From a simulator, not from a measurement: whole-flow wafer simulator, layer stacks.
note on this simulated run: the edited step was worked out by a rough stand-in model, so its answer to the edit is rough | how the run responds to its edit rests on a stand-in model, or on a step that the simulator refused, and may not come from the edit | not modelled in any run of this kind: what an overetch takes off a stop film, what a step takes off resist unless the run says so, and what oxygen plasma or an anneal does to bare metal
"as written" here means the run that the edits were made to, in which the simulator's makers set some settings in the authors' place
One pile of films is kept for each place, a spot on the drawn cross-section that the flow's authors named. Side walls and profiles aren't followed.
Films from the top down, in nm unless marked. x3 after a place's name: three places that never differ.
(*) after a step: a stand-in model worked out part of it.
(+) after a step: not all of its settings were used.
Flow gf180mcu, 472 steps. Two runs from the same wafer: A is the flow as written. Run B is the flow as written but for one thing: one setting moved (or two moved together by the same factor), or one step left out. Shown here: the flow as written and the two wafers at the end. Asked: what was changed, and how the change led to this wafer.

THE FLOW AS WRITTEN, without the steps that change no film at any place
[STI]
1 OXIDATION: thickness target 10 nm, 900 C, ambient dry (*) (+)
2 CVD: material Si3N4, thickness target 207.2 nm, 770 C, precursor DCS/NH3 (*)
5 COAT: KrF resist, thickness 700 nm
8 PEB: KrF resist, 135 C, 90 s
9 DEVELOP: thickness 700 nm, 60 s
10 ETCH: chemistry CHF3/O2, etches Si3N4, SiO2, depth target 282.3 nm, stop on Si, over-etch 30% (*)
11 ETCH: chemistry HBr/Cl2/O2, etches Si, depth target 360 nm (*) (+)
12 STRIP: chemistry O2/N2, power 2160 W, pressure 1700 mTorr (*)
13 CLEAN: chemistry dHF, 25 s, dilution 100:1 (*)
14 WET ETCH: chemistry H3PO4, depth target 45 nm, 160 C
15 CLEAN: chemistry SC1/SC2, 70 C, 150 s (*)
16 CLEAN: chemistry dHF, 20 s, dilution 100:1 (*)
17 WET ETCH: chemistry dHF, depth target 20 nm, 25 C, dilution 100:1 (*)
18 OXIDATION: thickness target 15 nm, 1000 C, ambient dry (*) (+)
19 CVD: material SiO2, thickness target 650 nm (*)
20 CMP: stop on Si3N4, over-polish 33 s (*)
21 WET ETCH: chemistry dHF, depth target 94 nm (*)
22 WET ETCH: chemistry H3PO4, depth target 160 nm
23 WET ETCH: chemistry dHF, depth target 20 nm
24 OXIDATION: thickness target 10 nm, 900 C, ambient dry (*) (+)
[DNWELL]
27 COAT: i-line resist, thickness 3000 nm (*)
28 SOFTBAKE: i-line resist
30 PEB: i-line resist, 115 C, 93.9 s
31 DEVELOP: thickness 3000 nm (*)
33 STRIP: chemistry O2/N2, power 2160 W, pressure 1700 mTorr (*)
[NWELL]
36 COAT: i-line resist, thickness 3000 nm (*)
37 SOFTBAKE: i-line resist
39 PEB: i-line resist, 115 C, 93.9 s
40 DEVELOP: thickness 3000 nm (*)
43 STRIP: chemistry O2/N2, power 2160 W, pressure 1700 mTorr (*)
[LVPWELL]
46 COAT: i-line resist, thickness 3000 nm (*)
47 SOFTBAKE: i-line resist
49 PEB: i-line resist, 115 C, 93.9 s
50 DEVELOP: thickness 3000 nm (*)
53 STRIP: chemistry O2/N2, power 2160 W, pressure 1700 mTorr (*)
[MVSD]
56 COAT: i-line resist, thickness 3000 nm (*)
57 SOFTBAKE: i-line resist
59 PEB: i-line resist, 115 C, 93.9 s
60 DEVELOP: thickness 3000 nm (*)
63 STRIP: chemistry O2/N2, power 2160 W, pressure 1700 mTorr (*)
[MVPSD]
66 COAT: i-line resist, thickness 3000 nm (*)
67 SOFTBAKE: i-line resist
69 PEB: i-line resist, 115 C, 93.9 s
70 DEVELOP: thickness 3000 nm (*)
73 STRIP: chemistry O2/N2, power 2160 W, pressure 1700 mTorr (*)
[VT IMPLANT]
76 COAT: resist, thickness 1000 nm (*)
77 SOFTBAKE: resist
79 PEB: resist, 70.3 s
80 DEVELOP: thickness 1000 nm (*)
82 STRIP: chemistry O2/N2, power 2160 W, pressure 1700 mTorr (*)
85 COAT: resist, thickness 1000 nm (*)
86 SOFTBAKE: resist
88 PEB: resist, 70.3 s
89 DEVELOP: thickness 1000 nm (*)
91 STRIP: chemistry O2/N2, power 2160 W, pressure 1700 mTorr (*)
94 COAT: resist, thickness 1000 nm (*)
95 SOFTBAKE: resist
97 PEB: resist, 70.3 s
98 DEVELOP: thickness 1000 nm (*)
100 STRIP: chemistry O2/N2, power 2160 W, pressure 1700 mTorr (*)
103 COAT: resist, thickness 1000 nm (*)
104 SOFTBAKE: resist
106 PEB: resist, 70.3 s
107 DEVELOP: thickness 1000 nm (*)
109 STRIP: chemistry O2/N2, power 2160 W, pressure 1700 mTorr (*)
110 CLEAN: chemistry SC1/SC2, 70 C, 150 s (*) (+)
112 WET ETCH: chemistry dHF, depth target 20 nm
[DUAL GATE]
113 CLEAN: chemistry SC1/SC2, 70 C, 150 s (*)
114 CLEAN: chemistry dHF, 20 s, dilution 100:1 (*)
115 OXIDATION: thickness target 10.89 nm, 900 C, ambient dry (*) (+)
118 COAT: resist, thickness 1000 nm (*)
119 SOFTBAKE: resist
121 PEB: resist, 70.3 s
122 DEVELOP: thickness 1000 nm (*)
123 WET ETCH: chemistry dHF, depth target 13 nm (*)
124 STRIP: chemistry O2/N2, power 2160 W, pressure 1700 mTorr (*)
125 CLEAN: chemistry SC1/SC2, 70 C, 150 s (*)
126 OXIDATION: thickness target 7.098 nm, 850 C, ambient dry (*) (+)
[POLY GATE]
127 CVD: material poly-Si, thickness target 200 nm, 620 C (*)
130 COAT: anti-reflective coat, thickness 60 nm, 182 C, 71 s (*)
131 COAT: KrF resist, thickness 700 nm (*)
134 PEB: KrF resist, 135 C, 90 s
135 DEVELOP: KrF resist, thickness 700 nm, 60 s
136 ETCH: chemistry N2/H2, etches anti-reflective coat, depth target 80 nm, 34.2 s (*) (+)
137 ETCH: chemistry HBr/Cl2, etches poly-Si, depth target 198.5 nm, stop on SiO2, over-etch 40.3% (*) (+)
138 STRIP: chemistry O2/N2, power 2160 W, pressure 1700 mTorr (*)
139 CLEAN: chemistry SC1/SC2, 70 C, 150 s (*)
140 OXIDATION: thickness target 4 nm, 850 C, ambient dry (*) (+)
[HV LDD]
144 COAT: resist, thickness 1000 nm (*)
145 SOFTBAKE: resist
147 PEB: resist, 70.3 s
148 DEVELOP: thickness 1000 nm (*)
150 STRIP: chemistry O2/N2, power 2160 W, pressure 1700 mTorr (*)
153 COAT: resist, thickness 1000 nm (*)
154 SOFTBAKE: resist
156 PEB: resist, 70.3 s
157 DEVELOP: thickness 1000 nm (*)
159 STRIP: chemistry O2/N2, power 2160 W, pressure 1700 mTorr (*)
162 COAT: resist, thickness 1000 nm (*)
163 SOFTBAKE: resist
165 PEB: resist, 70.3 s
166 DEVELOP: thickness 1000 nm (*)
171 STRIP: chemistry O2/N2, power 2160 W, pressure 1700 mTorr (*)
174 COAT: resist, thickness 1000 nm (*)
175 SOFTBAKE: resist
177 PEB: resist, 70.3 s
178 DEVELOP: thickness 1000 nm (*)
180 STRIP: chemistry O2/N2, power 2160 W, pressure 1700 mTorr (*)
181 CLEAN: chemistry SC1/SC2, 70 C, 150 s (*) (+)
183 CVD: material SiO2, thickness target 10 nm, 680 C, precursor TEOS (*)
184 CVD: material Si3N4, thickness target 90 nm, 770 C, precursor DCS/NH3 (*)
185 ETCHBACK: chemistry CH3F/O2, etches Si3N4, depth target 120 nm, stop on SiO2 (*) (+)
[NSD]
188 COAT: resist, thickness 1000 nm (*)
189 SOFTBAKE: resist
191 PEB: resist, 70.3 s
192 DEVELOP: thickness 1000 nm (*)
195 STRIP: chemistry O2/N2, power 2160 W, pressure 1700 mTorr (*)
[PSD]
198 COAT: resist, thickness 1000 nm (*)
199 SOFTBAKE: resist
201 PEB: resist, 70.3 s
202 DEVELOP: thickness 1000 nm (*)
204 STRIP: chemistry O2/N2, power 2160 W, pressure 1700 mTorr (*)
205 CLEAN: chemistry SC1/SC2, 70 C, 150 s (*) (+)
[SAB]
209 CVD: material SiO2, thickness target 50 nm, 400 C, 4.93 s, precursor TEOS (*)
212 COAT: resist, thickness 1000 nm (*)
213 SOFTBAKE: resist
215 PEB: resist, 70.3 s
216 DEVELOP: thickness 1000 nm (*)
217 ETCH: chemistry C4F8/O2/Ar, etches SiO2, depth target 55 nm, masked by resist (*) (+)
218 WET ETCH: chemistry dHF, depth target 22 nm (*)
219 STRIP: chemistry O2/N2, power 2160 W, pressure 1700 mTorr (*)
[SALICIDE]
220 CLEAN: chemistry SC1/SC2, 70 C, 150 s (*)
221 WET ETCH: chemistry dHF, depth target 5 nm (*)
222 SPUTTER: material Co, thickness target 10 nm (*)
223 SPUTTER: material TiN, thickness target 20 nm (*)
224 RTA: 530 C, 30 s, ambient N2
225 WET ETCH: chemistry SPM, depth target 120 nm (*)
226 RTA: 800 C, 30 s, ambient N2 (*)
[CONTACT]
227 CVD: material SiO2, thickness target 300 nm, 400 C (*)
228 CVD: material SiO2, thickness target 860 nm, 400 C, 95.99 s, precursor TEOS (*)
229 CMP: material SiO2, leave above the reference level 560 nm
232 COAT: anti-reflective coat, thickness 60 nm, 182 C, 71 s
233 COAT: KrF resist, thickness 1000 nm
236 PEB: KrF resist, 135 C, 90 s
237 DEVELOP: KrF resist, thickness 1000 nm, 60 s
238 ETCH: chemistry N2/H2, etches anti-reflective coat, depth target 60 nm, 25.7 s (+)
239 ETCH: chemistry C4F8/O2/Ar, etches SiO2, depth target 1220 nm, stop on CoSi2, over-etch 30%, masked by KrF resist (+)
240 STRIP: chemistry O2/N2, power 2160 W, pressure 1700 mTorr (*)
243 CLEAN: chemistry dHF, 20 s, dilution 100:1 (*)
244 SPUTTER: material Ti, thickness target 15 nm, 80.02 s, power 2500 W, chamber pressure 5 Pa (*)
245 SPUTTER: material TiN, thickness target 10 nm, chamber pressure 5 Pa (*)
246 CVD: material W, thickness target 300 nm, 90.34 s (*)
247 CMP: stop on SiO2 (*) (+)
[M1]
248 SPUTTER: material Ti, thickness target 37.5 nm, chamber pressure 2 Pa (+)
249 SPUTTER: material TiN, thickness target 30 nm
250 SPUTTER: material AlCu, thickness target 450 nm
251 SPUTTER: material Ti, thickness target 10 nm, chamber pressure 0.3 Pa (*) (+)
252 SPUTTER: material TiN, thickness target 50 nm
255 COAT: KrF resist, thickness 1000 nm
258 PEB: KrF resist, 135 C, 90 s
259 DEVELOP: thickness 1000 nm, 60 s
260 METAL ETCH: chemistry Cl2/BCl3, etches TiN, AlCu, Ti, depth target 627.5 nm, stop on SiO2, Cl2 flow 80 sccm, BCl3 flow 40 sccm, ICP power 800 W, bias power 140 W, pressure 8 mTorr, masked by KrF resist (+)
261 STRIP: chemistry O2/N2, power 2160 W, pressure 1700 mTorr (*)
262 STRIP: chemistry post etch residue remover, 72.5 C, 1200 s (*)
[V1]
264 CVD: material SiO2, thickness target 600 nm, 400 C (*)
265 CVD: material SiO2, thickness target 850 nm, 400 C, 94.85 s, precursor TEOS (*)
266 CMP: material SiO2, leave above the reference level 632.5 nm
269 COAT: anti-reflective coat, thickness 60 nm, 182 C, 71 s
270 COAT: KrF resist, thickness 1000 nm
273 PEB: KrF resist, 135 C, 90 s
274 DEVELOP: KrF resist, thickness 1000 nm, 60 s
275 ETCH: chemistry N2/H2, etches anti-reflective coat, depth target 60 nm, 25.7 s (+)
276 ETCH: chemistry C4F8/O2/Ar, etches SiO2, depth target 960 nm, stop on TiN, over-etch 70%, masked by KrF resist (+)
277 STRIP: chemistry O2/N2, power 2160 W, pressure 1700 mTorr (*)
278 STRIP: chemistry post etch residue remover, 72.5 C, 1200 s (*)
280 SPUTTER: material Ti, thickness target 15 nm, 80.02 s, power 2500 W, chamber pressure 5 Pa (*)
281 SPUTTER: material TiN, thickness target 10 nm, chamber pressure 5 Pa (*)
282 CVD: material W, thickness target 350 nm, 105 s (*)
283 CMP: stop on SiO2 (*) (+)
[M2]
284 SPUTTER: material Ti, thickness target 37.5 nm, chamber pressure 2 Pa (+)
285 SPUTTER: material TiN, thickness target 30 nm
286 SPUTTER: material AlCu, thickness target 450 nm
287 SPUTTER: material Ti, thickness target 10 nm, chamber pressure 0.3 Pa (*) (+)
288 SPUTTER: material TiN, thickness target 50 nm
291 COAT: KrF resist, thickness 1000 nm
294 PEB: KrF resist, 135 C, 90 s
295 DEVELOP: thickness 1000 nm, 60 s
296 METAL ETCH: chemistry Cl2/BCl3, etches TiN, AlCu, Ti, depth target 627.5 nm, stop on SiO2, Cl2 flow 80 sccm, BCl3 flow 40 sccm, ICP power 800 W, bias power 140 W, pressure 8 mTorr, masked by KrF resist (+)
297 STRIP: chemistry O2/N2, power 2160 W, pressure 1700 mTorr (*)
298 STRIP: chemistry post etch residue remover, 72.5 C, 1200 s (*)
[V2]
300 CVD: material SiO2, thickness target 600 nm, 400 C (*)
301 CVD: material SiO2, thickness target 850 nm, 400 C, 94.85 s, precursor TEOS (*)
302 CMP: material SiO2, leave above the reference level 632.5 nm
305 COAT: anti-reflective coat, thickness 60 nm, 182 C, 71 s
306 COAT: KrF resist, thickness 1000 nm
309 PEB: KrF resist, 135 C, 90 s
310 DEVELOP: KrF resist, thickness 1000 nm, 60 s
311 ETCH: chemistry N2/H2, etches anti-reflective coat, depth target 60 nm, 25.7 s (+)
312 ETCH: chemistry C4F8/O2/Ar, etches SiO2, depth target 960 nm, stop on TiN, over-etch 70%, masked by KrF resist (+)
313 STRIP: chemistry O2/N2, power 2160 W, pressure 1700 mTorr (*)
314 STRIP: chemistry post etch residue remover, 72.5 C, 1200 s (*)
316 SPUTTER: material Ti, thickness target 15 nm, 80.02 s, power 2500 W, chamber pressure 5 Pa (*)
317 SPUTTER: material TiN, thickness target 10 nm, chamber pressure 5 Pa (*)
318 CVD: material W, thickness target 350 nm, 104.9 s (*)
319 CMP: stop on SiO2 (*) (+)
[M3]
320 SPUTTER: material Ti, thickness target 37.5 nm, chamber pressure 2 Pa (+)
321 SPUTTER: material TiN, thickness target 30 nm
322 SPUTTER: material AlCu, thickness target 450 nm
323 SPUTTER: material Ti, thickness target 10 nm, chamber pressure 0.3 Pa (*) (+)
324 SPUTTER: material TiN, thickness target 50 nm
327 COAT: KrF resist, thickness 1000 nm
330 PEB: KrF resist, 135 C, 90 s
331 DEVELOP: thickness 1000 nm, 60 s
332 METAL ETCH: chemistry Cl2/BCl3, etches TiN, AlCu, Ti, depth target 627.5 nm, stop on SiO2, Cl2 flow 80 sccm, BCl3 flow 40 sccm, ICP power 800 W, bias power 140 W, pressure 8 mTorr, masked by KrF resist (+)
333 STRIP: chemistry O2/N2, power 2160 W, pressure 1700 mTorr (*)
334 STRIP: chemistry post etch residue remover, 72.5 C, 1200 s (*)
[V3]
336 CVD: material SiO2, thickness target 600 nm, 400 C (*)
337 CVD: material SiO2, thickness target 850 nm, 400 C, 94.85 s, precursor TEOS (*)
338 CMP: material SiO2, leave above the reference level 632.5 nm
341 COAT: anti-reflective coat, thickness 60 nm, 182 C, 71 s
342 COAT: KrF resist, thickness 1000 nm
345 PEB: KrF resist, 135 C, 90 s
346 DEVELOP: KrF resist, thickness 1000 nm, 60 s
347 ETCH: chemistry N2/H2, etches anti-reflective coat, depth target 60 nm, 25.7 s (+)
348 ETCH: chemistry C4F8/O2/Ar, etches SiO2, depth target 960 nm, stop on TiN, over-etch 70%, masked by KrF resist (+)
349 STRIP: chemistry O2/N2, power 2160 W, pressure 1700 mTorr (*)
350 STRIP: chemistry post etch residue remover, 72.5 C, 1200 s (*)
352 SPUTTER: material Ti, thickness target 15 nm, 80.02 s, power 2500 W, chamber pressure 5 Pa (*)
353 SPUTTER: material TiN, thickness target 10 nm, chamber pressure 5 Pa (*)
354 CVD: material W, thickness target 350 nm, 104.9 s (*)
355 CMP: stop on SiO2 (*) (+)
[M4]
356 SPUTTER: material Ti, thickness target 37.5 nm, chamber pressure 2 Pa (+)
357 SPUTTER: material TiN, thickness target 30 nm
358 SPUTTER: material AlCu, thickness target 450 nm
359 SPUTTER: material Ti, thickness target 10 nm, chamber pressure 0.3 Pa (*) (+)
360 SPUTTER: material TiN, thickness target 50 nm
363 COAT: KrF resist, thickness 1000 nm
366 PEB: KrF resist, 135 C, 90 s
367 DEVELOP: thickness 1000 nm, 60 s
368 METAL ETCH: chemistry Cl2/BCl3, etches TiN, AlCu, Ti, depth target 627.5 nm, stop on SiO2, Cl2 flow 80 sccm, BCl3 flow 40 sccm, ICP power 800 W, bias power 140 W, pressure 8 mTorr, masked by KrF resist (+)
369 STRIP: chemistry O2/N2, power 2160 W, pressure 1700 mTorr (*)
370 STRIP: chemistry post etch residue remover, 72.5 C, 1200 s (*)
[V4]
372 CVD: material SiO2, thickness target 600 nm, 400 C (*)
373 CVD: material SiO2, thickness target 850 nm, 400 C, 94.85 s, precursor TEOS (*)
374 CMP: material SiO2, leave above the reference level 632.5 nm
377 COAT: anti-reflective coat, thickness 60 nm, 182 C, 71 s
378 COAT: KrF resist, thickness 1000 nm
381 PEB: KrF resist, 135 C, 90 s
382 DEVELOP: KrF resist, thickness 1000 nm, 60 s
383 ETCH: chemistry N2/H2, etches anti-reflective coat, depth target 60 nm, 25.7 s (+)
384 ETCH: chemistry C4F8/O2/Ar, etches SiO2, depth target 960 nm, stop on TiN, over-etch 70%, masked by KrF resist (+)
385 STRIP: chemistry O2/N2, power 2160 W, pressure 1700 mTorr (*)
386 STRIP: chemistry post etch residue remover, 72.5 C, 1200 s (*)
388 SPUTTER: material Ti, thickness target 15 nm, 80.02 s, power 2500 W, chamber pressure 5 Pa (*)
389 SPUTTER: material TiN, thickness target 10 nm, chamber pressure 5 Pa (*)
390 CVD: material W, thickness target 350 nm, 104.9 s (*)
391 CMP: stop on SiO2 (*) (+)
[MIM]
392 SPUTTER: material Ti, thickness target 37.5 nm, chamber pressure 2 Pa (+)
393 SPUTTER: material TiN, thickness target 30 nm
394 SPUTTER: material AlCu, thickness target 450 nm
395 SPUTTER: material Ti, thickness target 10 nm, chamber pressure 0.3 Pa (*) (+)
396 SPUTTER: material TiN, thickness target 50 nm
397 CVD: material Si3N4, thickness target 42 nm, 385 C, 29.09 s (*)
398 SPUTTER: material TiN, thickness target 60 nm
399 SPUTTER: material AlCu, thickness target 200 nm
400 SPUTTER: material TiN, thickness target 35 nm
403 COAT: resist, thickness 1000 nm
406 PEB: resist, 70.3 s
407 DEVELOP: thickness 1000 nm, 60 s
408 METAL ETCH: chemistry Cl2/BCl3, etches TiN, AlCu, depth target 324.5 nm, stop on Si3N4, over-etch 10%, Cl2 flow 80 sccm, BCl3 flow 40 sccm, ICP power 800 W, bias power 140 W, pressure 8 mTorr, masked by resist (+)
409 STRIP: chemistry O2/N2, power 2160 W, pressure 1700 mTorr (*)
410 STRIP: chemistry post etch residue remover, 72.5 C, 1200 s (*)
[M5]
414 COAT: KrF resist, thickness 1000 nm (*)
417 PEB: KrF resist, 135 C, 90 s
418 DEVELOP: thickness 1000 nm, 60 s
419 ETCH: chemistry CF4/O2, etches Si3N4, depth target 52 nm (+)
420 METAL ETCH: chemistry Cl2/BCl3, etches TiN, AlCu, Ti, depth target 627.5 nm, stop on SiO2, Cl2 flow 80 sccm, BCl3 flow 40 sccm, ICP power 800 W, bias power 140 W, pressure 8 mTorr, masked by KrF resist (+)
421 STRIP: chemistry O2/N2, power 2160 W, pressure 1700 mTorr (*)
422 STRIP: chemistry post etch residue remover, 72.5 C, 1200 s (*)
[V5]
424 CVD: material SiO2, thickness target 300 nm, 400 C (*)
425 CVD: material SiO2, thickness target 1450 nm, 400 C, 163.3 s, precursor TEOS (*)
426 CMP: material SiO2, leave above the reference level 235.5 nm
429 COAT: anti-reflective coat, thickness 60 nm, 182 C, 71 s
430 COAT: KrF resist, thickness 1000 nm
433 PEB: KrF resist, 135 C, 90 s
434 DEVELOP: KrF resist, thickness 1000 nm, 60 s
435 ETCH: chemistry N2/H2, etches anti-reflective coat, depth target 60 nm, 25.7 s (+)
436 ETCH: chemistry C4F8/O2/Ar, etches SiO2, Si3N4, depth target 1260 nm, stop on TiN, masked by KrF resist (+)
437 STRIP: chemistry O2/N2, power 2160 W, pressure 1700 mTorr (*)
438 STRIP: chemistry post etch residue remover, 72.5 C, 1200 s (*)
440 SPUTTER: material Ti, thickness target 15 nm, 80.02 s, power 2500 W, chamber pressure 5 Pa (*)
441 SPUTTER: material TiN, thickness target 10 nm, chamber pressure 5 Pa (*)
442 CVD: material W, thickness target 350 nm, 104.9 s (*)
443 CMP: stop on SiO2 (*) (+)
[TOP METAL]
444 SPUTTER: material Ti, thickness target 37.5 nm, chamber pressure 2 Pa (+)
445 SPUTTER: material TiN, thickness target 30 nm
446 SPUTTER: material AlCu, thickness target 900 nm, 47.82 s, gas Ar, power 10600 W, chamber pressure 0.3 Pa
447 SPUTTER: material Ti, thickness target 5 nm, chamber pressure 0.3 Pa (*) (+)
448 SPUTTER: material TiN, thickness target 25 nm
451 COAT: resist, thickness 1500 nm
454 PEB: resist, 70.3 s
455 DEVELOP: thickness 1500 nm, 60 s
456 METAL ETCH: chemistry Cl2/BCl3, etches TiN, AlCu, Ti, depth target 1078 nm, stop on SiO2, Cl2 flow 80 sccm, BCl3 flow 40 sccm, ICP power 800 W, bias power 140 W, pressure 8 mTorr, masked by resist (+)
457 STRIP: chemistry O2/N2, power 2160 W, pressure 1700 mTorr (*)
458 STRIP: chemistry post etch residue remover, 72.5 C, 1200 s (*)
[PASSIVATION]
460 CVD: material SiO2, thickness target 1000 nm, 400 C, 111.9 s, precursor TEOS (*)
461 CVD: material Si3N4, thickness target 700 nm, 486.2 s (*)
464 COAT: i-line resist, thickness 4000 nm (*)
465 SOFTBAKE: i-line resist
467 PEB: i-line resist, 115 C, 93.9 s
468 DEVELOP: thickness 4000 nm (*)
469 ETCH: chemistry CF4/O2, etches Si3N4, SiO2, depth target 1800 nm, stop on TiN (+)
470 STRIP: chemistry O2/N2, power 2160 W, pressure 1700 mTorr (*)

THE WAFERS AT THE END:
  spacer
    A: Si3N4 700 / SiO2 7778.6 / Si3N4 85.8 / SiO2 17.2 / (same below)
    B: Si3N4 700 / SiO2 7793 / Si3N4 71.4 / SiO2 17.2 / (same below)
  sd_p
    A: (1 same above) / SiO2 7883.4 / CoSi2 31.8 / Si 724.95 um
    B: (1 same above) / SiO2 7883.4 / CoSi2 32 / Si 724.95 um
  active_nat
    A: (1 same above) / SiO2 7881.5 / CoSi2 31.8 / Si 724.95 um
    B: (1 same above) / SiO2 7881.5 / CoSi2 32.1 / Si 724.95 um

The cause: step 184, CVD: thickness target 75.6 nm was run, where the flow has thickness target 90 nm.

How the change led to this, step by step:
  184 CVD: material Si3N4, thickness target 90 nm, 770 C, precursor DCS/NH3 (*)
      field, field__w1, field__w2 and 101 more: A Si3N4 +90 (new film) | B Si3N4 +75.6 (new film)
  185 ETCHBACK: chemistry CH3F/O2, etches Si3N4, depth target 120 nm, stop on SiO2 (*) (+)
      field, field__w1, field__w2 and 100 more: A Si3N4 -90 (all of it), SiO2 -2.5 | B Si3N4 -75.6 (all of it), SiO2 -3.7
  189 SOFTBAKE: resist
      field: A resist +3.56 | B resist -0.35
  199 SOFTBAKE: resist
      field: A resist +3.56 | B resist -0.35
  218 WET ETCH: chemistry dHF, depth target 22 nm (*)
      gate, gate_hv, gate_p and 23 more: A SiO2 -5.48 (all of it) | B SiO2 -4.28 (all of it)
      active, p_well, sd_n, iso_ptap_pw, iso_ntap_nw, iso_ptap_sub, vpnp_e: A SiO2 -9.01 (all of it) | B SiO2 -7.81 (all of it)
      (and at 16 more places)
  223 SPUTTER: material TiN, thickness target 20 nm (*)
      field__w2: A TiN +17 (new film) | B TiN +17.7 (new film)
      field__w3: A TiN +15.7 (new film) | B TiN +16.6 (new film)
      (and at 2 more places)
  224 RTA: 530 C, 30 s, ambient N2
      ld_drn_p: A under 1 film: CoSi +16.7 (new film), Co -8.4 (all of it), Si -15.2 | B under 1 film: CoSi +17.4 (new film), Co -8.73 (all of it), Si -15.8
  225 WET ETCH: chemistry SPM, depth target 120 nm (*)
      field__w2: A TiN -17 (all of it), Co -8.65 (all of it) | B TiN -17.7 (all of it), Co -8.96 (all of it)
      field__w3: A TiN -15.7 (all of it), Co -8.06 (all of it) | B TiN -16.6 (all of it), Co -8.46 (all of it)
      (and at 2 more places)
  226 RTA: 800 C, 30 s, ambient N2 (*)
      ld_sd_n: A CoSi2 +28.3 (new film), CoSi -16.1 (all of it), Si -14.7 | B CoSi2 +28.9 (new film), CoSi -16.4 (all of it), Si -15
      ld_drn_n: A CoSi2 +31.5 (new film), CoSi -17.9 (all of it), Si -16.4 | B CoSi2 +32.2 (new film), CoSi -18.3 (all of it), Si -16.7
      (and at 1 more place)
  229 CMP: material SiO2, leave above the reference level 560 nm
      spacer: A SiO2 -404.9 | B SiO2 -390.5
